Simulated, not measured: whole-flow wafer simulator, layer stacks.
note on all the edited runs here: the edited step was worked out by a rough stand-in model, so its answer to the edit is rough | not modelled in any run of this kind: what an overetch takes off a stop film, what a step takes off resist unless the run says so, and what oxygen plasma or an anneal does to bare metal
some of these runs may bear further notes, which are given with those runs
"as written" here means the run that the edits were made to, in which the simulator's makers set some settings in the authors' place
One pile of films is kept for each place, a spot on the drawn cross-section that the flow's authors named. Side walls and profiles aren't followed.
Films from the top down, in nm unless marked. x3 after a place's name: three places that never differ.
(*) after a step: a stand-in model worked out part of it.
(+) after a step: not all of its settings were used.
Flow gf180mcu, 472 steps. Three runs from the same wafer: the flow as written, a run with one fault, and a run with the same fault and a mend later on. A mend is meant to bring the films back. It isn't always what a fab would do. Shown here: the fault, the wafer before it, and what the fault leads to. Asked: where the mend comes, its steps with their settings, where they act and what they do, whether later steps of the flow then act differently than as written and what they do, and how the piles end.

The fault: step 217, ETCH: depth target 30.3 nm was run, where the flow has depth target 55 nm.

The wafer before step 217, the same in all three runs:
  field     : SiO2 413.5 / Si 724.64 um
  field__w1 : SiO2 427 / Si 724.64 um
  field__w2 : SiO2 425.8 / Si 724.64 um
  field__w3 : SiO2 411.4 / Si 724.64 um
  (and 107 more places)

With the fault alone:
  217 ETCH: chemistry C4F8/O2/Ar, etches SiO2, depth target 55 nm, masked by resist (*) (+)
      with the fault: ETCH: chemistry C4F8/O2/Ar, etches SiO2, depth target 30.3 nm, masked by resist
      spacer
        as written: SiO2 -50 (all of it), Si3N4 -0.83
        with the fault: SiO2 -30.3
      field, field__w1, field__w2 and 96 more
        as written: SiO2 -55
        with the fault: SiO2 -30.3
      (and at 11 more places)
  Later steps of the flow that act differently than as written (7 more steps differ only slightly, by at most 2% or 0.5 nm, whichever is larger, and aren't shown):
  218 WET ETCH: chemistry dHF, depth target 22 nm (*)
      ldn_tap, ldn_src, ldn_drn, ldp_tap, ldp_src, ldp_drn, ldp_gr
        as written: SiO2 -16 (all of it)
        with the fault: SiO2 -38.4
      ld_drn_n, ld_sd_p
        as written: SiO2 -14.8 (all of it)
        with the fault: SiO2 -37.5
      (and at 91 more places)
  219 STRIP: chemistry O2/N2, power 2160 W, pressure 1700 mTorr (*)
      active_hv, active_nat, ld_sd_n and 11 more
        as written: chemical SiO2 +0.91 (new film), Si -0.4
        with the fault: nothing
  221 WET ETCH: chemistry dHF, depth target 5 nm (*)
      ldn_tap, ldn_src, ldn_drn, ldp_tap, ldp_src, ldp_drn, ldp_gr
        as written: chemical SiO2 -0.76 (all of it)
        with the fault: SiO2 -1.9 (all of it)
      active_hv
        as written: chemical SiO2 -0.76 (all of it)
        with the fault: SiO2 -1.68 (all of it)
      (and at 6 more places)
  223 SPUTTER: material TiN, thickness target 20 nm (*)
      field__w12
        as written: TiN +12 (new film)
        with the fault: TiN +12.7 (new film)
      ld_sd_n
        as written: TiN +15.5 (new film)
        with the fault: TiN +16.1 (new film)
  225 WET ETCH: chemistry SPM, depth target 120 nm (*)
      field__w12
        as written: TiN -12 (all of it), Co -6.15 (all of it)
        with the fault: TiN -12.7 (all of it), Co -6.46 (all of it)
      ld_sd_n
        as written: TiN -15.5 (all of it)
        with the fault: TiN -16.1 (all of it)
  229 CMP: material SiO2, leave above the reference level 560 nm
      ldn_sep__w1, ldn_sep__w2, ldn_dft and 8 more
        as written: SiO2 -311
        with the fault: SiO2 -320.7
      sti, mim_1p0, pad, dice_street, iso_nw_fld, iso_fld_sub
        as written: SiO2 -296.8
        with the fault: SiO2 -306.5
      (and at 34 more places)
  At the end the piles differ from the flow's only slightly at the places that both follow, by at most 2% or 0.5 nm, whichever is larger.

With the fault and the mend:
  The mend comes after step 217.
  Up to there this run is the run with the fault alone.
  217a ETCH: chemistry C4F8/O2/Ar, etches SiO2, depth target 24.7 nm, masked by resist (*) (+) (the flow's step 217 once more, with other settings)
      field, field__w1, field__w2 and 96 more
        SiO2 -24.7
      field__w5, field__w9, field__w13 and 8 more
        resist -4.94
      spacer
        SiO2 -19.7 (all of it), Si3N4 -0.83
  No later step of the flow acts differently than as written, at any place that is followed, by more than 2% or 0.5 nm, whichever is larger.
  At the end the piles differ from the flow's only slightly at the places that both follow, by at most 2% or 0.5 nm, whichever is larger.
